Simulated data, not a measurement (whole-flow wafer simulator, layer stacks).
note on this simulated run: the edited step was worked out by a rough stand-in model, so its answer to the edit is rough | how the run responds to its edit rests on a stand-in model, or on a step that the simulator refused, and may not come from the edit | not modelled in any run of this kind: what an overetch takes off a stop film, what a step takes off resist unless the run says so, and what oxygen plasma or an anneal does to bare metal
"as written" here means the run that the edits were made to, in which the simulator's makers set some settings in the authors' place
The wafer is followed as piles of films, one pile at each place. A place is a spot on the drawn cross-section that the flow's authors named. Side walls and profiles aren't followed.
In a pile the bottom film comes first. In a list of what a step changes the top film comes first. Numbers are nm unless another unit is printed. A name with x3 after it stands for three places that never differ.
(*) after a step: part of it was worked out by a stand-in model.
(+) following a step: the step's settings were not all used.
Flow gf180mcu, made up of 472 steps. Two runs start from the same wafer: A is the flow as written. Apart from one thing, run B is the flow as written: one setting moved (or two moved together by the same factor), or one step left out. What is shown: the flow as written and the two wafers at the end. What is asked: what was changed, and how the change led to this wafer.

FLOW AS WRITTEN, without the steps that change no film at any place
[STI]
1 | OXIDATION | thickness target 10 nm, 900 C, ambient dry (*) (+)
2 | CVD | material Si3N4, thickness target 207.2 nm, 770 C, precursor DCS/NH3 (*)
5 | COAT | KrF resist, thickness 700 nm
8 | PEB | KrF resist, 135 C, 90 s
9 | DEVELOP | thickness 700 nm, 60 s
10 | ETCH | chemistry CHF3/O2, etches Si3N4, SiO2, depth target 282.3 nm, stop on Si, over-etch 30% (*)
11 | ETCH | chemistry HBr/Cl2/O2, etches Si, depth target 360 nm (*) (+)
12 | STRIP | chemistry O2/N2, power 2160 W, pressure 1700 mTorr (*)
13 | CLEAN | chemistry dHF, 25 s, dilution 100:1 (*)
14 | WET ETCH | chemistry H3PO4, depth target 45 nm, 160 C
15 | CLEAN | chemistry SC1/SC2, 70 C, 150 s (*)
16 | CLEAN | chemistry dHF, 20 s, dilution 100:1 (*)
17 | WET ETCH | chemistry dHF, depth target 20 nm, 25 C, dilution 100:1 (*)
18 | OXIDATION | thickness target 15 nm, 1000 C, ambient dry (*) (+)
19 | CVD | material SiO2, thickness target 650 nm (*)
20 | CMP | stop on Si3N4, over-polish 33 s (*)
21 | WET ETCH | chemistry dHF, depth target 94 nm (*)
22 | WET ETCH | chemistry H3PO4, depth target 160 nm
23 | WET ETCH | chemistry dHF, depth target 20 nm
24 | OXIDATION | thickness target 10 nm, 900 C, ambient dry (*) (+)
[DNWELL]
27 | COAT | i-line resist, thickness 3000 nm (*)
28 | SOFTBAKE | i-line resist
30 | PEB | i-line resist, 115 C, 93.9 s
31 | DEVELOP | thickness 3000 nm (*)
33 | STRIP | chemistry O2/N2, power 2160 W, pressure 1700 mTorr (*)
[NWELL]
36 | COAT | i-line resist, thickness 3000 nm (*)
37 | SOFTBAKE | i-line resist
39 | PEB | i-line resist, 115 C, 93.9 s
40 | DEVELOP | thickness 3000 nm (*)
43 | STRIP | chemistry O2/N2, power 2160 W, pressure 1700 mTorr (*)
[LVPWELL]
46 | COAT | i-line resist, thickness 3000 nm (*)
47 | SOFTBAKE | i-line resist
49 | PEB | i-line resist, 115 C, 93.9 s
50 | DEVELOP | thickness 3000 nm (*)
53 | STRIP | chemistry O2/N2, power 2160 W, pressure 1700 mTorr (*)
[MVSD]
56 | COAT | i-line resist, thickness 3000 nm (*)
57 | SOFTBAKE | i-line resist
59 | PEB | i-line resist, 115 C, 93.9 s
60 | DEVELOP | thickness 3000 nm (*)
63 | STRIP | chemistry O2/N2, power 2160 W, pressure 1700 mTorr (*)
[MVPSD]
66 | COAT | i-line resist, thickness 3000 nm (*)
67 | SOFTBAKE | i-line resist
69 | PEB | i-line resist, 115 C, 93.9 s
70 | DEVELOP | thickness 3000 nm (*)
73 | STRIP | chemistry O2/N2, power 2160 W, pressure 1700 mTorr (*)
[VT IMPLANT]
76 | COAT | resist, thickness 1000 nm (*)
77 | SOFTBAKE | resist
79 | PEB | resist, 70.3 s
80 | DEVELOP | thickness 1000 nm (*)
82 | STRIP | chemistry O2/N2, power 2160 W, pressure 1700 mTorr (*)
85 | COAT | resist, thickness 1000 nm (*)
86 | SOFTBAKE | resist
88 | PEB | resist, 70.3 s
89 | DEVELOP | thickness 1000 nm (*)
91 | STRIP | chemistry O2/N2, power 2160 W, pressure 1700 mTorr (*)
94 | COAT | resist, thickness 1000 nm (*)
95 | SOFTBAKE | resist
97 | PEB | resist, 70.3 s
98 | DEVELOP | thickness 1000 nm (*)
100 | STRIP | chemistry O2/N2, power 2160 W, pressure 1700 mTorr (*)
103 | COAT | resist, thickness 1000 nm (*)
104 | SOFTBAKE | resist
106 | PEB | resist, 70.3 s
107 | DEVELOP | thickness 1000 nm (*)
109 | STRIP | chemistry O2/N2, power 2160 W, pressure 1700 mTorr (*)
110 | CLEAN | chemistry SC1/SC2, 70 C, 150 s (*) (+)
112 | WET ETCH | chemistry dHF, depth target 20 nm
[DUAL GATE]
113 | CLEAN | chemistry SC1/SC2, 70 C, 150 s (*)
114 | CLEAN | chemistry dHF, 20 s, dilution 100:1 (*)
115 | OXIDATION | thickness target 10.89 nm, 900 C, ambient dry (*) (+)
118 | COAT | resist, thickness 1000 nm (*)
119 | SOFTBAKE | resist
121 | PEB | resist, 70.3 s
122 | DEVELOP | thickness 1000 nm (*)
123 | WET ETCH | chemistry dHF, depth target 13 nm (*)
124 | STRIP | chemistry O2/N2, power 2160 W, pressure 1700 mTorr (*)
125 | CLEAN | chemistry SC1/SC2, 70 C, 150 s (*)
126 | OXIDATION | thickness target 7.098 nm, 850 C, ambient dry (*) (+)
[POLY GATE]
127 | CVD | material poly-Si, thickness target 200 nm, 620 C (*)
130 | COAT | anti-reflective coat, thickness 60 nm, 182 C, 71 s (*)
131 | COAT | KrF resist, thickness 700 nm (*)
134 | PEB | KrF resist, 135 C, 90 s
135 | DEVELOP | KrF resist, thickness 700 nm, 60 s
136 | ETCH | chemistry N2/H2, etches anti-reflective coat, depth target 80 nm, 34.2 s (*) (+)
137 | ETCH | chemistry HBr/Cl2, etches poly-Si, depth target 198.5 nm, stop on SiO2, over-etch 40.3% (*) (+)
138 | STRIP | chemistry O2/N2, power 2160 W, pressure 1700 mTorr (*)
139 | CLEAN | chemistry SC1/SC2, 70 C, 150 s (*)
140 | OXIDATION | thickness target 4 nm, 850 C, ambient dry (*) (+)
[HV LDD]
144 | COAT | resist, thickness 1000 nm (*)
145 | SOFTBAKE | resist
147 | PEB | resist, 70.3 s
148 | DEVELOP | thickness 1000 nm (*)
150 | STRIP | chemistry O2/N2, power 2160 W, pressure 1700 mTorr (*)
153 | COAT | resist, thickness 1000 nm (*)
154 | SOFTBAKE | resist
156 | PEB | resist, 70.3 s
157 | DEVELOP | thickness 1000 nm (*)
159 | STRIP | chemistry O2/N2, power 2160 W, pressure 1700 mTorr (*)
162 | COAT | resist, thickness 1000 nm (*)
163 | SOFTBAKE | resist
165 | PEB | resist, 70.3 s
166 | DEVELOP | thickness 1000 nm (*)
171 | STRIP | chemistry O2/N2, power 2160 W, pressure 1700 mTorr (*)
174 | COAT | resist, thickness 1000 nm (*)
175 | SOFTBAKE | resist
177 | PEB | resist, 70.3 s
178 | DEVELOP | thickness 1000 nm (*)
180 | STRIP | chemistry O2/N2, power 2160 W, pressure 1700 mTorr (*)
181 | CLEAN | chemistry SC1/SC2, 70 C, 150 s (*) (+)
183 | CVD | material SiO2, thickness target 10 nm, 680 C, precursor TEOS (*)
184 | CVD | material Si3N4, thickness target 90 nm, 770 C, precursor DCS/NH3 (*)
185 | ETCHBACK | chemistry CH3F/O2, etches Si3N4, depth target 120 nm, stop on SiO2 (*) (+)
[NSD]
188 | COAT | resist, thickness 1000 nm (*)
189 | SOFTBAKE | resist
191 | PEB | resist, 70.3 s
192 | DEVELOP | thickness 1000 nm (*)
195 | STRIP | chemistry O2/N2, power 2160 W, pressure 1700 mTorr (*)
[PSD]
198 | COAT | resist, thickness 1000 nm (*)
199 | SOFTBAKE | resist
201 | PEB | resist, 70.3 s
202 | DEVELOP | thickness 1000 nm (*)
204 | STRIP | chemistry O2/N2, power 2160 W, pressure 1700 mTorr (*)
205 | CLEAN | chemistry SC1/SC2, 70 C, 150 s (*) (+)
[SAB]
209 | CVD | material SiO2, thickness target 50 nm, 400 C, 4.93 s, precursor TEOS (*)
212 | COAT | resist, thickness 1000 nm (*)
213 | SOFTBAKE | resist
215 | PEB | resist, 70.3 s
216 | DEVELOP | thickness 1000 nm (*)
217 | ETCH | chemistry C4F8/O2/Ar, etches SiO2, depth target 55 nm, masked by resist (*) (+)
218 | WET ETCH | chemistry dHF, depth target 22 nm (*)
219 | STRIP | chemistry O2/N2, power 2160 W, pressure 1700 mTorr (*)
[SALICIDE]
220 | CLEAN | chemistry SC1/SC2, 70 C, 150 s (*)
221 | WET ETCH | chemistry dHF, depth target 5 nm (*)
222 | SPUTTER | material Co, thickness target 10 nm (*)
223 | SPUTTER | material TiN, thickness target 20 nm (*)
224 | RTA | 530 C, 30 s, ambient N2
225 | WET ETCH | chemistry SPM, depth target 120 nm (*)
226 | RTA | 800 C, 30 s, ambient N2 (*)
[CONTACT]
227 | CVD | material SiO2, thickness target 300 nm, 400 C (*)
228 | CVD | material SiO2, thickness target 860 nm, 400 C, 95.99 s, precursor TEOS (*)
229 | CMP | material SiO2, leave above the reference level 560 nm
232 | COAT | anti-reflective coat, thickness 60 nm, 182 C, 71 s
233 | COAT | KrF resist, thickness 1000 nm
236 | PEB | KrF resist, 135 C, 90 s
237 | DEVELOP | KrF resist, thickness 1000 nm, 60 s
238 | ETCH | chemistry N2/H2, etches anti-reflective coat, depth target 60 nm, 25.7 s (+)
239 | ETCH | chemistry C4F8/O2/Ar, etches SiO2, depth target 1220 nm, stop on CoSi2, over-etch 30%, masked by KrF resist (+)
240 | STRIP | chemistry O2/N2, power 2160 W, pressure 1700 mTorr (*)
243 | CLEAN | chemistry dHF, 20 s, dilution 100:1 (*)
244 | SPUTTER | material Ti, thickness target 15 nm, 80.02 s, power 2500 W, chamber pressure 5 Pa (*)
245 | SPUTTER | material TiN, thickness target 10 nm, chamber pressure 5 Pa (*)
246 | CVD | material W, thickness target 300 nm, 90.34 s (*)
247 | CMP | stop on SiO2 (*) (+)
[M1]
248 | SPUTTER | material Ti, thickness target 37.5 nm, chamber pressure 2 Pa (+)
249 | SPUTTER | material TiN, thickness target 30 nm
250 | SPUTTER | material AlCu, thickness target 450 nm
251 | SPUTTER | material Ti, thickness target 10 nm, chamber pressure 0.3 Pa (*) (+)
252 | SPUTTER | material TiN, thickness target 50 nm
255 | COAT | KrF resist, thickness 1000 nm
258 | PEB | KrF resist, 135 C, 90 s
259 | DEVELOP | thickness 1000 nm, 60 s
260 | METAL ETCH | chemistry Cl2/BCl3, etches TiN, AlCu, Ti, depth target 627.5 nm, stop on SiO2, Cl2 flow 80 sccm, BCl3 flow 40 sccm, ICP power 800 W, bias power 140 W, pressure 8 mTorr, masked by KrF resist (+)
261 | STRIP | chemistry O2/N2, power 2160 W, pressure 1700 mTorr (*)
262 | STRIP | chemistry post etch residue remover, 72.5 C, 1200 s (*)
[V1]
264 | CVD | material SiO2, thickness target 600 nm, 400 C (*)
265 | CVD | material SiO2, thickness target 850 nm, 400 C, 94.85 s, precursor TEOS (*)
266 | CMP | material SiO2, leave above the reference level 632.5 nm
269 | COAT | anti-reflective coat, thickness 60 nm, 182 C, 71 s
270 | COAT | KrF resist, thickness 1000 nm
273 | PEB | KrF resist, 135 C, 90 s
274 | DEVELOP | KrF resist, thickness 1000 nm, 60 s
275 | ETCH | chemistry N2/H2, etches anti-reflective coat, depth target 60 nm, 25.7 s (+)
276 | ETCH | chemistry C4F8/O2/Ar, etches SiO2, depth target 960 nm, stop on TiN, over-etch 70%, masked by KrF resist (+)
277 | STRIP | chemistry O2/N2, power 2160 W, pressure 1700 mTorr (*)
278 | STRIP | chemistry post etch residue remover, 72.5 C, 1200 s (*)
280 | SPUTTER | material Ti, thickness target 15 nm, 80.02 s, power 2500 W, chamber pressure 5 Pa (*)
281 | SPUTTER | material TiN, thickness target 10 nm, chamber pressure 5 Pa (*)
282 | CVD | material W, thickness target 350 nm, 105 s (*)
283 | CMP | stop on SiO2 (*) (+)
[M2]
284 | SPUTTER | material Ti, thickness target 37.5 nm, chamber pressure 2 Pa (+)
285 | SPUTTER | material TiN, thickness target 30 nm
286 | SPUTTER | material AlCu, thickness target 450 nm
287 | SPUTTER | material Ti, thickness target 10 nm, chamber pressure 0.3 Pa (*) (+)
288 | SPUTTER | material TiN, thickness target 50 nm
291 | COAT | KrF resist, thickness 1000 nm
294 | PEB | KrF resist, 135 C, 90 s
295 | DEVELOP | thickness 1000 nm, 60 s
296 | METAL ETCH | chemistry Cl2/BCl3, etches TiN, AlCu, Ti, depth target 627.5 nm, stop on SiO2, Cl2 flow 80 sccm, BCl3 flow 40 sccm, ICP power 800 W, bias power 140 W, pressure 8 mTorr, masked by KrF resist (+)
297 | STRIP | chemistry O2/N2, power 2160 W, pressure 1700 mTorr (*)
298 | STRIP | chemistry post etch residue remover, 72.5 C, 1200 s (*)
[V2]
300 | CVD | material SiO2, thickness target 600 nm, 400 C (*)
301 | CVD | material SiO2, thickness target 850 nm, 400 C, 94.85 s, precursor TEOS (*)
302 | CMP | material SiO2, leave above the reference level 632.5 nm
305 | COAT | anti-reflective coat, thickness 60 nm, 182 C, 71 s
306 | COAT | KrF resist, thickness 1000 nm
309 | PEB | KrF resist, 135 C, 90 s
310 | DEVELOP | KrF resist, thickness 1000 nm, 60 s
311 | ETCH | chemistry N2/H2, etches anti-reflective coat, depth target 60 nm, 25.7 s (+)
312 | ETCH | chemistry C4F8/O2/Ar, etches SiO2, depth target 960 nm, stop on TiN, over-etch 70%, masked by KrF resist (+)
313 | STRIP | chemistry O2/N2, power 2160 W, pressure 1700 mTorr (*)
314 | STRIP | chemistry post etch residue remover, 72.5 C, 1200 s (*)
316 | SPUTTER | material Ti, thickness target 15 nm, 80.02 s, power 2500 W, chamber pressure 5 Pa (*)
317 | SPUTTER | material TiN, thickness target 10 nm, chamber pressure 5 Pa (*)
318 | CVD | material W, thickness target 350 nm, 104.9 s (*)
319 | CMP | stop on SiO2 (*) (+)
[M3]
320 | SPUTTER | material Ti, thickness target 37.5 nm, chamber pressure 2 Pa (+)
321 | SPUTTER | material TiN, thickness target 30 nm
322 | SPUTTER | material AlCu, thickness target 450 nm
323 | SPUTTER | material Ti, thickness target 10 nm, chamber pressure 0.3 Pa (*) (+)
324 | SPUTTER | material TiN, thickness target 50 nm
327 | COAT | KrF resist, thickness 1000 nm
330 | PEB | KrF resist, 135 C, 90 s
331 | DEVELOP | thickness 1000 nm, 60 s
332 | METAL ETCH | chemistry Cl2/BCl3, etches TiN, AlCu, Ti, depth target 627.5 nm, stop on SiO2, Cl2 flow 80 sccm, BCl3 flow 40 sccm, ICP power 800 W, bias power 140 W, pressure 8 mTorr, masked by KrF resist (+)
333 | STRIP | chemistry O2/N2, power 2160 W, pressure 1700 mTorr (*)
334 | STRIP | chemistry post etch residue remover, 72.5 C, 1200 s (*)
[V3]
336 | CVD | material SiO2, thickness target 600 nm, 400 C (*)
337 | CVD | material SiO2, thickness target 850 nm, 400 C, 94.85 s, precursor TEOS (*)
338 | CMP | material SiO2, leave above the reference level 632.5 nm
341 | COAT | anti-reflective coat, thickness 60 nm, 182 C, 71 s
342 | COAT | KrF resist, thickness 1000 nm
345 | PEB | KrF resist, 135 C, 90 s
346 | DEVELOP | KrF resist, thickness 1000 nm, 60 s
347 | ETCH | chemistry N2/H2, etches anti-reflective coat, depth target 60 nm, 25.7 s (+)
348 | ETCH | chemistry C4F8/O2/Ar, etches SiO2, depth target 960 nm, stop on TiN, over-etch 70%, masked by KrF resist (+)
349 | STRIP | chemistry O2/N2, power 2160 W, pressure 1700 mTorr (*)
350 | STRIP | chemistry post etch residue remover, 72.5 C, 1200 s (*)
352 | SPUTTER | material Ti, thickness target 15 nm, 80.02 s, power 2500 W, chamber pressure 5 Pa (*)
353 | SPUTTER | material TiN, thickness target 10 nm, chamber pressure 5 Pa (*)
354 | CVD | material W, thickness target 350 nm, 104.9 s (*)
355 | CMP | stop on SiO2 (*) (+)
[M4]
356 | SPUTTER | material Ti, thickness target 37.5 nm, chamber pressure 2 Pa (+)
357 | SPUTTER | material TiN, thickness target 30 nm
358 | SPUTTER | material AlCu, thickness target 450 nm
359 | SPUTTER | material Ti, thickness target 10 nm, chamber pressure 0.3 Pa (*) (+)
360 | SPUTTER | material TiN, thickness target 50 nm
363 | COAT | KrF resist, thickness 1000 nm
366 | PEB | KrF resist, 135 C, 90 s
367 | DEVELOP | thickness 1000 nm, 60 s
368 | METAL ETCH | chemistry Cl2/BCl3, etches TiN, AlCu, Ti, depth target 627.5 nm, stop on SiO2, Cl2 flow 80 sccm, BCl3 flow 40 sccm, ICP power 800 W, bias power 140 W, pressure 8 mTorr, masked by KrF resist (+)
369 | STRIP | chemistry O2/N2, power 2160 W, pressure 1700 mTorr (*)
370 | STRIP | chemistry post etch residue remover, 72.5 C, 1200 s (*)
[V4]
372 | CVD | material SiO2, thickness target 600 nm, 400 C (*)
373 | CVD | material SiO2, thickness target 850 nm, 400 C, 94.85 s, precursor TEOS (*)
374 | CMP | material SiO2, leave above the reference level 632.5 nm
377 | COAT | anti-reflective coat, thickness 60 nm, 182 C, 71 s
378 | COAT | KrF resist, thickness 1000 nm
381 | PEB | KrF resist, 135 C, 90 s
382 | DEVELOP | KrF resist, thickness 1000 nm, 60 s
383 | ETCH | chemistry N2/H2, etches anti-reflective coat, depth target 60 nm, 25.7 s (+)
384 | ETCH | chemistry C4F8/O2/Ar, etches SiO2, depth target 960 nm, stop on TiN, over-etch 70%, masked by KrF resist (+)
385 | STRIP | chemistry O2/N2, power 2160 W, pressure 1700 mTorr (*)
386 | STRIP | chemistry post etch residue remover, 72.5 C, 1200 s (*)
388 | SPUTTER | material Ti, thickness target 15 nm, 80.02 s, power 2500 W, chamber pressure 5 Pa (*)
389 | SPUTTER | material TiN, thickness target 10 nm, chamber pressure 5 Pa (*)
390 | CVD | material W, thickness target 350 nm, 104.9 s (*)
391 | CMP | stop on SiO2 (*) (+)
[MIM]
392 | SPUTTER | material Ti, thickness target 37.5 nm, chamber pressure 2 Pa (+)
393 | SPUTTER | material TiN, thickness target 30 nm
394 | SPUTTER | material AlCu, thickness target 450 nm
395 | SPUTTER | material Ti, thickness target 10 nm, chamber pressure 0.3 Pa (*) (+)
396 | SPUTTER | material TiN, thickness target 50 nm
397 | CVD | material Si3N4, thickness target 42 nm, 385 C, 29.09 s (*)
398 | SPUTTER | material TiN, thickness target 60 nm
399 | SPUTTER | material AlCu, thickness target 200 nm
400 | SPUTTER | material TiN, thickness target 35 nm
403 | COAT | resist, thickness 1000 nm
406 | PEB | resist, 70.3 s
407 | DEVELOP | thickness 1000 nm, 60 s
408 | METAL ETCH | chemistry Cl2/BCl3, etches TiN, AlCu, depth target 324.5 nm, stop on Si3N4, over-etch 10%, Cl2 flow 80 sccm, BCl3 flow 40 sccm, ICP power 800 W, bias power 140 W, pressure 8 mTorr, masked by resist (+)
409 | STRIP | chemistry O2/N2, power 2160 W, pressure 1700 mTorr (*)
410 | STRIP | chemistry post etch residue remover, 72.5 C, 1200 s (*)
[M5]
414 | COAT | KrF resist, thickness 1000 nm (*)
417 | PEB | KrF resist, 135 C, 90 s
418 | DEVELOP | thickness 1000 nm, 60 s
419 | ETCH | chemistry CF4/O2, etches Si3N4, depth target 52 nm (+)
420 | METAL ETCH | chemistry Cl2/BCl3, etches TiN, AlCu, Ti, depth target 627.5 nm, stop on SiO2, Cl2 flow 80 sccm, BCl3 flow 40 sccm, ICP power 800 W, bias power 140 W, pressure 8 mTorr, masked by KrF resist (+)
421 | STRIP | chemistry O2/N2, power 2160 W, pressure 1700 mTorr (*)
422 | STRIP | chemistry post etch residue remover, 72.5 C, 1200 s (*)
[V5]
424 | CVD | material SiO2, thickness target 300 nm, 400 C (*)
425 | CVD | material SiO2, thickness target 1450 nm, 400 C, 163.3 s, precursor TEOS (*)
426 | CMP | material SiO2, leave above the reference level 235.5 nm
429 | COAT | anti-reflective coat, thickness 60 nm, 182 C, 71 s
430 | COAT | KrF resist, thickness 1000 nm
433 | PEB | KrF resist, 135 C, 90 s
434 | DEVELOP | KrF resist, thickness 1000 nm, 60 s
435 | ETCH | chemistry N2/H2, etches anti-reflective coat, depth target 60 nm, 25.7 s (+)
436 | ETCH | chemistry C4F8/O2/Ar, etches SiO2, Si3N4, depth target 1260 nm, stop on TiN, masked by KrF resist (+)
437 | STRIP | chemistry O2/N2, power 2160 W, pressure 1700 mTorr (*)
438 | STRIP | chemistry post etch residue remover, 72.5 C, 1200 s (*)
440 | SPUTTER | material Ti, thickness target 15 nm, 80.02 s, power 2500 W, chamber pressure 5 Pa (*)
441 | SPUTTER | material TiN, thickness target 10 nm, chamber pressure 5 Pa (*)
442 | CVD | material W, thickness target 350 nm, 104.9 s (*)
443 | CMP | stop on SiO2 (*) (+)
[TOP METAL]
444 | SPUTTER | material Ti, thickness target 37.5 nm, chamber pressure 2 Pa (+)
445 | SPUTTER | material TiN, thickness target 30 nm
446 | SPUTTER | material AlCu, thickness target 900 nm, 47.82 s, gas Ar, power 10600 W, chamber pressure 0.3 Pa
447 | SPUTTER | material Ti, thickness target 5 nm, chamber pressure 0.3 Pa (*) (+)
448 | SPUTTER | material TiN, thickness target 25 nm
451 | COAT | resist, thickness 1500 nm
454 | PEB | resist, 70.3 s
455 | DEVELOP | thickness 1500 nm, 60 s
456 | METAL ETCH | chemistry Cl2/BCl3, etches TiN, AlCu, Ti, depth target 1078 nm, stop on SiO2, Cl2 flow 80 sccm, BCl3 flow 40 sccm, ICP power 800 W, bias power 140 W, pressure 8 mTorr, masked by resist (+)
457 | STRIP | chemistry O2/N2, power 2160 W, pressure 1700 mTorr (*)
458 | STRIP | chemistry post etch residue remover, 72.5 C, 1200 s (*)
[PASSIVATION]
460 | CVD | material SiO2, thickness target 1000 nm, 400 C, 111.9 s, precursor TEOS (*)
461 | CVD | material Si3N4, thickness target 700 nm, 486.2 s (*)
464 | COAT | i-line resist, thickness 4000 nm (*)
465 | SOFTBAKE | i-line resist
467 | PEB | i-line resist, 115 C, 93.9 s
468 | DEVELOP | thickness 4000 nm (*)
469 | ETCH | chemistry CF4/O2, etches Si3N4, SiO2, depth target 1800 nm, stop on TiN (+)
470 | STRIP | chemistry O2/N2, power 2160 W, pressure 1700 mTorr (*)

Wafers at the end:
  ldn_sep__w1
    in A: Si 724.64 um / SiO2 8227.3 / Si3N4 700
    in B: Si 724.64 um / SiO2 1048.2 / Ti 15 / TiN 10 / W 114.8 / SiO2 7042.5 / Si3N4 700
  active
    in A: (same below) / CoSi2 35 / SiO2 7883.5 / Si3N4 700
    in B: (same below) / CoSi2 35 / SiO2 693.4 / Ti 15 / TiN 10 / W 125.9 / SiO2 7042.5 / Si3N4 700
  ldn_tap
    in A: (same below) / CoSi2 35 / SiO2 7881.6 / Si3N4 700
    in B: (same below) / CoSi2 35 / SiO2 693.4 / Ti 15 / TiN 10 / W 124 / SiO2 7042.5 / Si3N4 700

Cause: step 228, CVD: thickness target 387 nm was run, while the flow as written has thickness target 860 nm; step 228, CVD: 43.2 s was run, where the flow has 95.99 s.

The path from the change to this, step by step:
  228 | CVD | material SiO2, thickness target 860 nm, 400 C, 95.99 s, precursor TEOS (*)
      field, field__w7, field__w8 and 70 more: A +860 SiO2 | B +396.9 SiO2
      field__w3, field__w12: A +807.3 SiO2 | B +376.3 SiO2
      (and at 36 other places as well)
  229 | CMP | material SiO2, leave above the reference level 560 nm
      ldn_sep__w1, ldn_sep__w2, ldn_dft and 8 more: A -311 SiO2 | B nothing
      active, p_well, sd_n, iso_ptap_pw, iso_ntap_nw, iso_ptap_sub, vpnp_e: A -299.9 SiO2 | B nothing
      (and at 93 other places as well)
  232 | COAT | anti-reflective coat, thickness 60 nm, 182 C, 71 s
      sti, mim_1p0, pad, dice_street: A +60 anti-reflective coat (new film) | B +63.9 anti-reflective coat (new film)
      field_sub__w5, m1__w1: A +60 anti-reflective coat (new film) | B +58.6 anti-reflective coat (new film)
      (and at 98 other places as well)
  233 | COAT | KrF resist, thickness 1000 nm
      field: A +1000 KrF resist (new film) | B +1023.3 KrF resist (new film)
      field__w1: A +1000 KrF resist (new film) | B +1030.4 KrF resist (new film)
      (and at 60 other places as well)
  236 | PEB | KrF resist, 135 C, 90 s
      field__w6, field_sub__w2, m1__w1: A -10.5 KrF resist | B -11.5 KrF resist
      gate, gate_p_hv5, ldn_fp: A -10.5 KrF resist | B -9.39 KrF resist
      (and at 29 other places as well)
  237 | DEVELOP | KrF resist, thickness 1000 nm, 60 s
      contact: A -989.5 KrF resist (all of it) | B -1036.5 KrF resist (all of it)
      polyc_n: A -989.5 KrF resist (all of it) | B -909 KrF resist (all of it)
      (and at 1 other place as well)
  238 | ETCH | chemistry N2/H2, etches anti-reflective coat, depth target 60 nm, 25.7 s (+)
      contact: A -60 anti-reflective coat (all of it), -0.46 SiO2 | B -51.8 anti-reflective coat (all of it), -0.67 SiO2
      polyc_n: A -60 anti-reflective coat (all of it), -0.46 SiO2 | B -23.7 anti-reflective coat (all of it), -1.39 SiO2
      (and at 1 other place as well)
  239 | ETCH | chemistry C4F8/O2/Ar, etches SiO2, depth target 1220 nm, stop on CoSi2, over-etch 30%, masked by KrF resist (+)
      field, field__w1, field__w2 and 105 more: A -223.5 KrF resist | B -179.2 KrF resist
      contact: A -859.5 SiO2 (all of it) | B -689.1 SiO2 (all of it)
  240 | STRIP | chemistry O2/N2, power 2160 W, pressure 1700 mTorr (*)
      sti, mim_1p0, pad, dice_street: A -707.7 KrF resist (all of it), -60 anti-reflective coat (all of it) | B -770 KrF resist (all of it), -63.9 anti-reflective coat (all of it)
      p_well, sd_n: A -707.7 KrF resist (all of it), -60 anti-reflective coat (all of it) | B -770 KrF resist (all of it), -60.8 anti-reflective coat (all of it)
      (and at 102 other places as well)
  244 | SPUTTER | material Ti, thickness target 15 nm, 80.02 s, power 2500 W, chamber pressure 5 Pa (*)
      field__w3, mim: A +15 Ti (new film) | B +14.3 Ti (new film)
      field__w12, ld_drift_n: A +15 Ti (new film) | B +13.5 Ti (new film)
      (and at 4 other places as well)
  245 | SPUTTER | material TiN, thickness target 10 nm, chamber pressure 5 Pa (*)
      field__w12: A +10 TiN (new film) | B +8.97 TiN (new film)
      contact: A +5.48 TiN (new film) | B +6.07 TiN (new film)
      (and at 4 other places as well)
  246 | CVD | material W, thickness target 300 nm, 90.34 s (*)
      contact: A +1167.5 W (new film) | B +988.2 W (new film)
  247 | CMP | stop on SiO2 (*) (+)
      gate, gate_hv, gate_p and 23 more: A -300 W (all of it), -10 TiN (all of it), -15 Ti (all of it), -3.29 SiO2 | B -300 W (all of it), -10 TiN (all of it), -15 Ti (all of it)
      ldn_sep__w1, ldn_sep__w2, ldn_dft and 8 more: A -300 W (all of it), -10 TiN (all of it), -15 Ti (all of it), -3.29 SiO2 | B -172.9 W
      (and at 72 other places as well)
  260 | METAL ETCH | chemistry Cl2/BCl3, etches TiN, AlCu, Ti, depth target 627.5 nm, stop on SiO2, Cl2 flow 80 sccm, BCl3 flow 40 sccm, ICP power 800 W, bias power 140 W, pressure 8 mTorr, masked by KrF resist (+)
      field, field__w1, field__w2 and 75 more: A -50 TiN (all of it), -10 Ti (all of it), -450 AlCu (all of it), -30 TiN (all of it), -37.5 Ti (all of it) | B -50 TiN (all of it), -10 Ti (all of it), -450 AlCu (all of it), -30 TiN (all of it), -37.5 Ti (all of it), -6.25 W
  262 | STRIP | chemistry post etch residue remover, 72.5 C, 1200 s (*)
      field, field__w1, field__w2 and 75 more: A nothing | B -6.01 W
  264 | CVD | material SiO2, thickness target 600 nm, 400 C (*)
      field, field__w1, field__w2 and 75 more: A +600 SiO2 | B +600 SiO2 (new film)
  266 | CMP | material SiO2, leave above the reference level 632.5 nm
      field, field__w1, field__w2 and 75 more: A -300 SiO2 | B -287.7 SiO2
If metal films that touch count as one body, ldn_sep__w1 has 1 body; the flow as written gives 0 bodies.
If metal films that touch count as one body, active has 2 bodies (between them, from the top down: SiO2 693.4); the flow as written gives 1 body.
If metal films that touch count as one body, ldn_tap has 2 bodies (between them, from the top down: SiO2 693.4); the flow as written gives 1 body.
